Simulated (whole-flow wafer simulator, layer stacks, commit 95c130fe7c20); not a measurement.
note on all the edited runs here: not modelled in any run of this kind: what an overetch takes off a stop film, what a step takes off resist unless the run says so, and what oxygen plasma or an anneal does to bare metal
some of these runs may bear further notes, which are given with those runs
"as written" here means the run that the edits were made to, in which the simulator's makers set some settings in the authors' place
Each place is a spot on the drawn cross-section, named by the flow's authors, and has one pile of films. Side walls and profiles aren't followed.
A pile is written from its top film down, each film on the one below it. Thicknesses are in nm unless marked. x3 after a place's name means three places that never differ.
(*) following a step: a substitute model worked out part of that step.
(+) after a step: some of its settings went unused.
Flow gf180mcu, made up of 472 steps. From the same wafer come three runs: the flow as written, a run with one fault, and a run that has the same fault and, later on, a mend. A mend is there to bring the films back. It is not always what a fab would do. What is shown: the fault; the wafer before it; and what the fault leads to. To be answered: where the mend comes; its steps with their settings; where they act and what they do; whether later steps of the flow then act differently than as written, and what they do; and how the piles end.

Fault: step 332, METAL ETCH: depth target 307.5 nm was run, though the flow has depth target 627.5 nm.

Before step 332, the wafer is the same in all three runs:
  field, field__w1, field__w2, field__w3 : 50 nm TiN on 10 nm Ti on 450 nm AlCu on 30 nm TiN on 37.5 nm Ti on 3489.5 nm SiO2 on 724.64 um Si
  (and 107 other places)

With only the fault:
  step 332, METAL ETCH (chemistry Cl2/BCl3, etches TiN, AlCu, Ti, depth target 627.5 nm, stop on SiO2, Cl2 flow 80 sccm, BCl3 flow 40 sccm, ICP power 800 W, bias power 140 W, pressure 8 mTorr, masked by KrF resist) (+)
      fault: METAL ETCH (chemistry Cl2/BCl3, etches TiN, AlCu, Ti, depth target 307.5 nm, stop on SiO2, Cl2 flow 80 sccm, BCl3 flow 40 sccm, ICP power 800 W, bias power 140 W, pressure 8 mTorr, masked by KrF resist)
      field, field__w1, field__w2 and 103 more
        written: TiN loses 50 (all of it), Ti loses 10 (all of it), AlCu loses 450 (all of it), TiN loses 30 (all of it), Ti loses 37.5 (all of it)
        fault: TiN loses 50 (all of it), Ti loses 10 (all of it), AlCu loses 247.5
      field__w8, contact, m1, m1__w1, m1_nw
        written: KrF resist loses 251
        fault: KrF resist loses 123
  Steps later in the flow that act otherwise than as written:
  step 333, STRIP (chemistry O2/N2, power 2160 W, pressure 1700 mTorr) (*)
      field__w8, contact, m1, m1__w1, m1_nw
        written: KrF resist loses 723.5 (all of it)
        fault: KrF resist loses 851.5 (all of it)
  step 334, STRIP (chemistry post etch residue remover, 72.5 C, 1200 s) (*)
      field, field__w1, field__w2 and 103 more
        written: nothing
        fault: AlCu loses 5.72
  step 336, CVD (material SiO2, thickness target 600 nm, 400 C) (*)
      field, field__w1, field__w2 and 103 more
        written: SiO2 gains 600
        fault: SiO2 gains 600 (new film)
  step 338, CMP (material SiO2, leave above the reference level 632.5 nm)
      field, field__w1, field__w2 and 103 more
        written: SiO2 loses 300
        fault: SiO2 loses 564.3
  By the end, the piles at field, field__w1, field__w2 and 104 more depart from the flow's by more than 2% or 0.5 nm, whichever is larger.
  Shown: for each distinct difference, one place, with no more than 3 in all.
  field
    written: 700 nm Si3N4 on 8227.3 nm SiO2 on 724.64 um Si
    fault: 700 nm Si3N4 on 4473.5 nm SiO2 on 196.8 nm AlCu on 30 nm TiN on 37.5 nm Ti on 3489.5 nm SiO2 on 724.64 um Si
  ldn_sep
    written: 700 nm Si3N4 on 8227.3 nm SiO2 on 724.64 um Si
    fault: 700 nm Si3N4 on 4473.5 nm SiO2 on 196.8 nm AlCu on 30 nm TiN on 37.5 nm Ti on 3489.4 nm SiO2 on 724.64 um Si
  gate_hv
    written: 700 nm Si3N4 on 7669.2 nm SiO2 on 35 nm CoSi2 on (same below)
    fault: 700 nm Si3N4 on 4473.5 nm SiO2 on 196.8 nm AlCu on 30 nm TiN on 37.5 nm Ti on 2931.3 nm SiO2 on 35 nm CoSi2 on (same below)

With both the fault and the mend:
  The mend follows step 332.
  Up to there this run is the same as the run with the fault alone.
  step 332a, METAL ETCH (chemistry Cl2/BCl3, etches TiN, AlCu, Ti, depth target 320 nm, stop on SiO2, Cl2 flow 80 sccm, BCl3 flow 40 sccm, ICP power 800 W, bias power 140 W, pressure 8 mTorr, masked by KrF resist) (+) (the flow's step 332 again, with other settings)
      field, field__w1, field__w2 and 103 more
        AlCu loses 202.5 (all of it), TiN loses 30 (all of it), Ti loses 37.5 (all of it)
      field__w8, contact, m1, m1__w1, m1_nw
        KrF resist loses 128
  Later steps of the flow that are run all act as written at every place that is followed.
  By the end, the piles equal the flow's at every place that both follow.
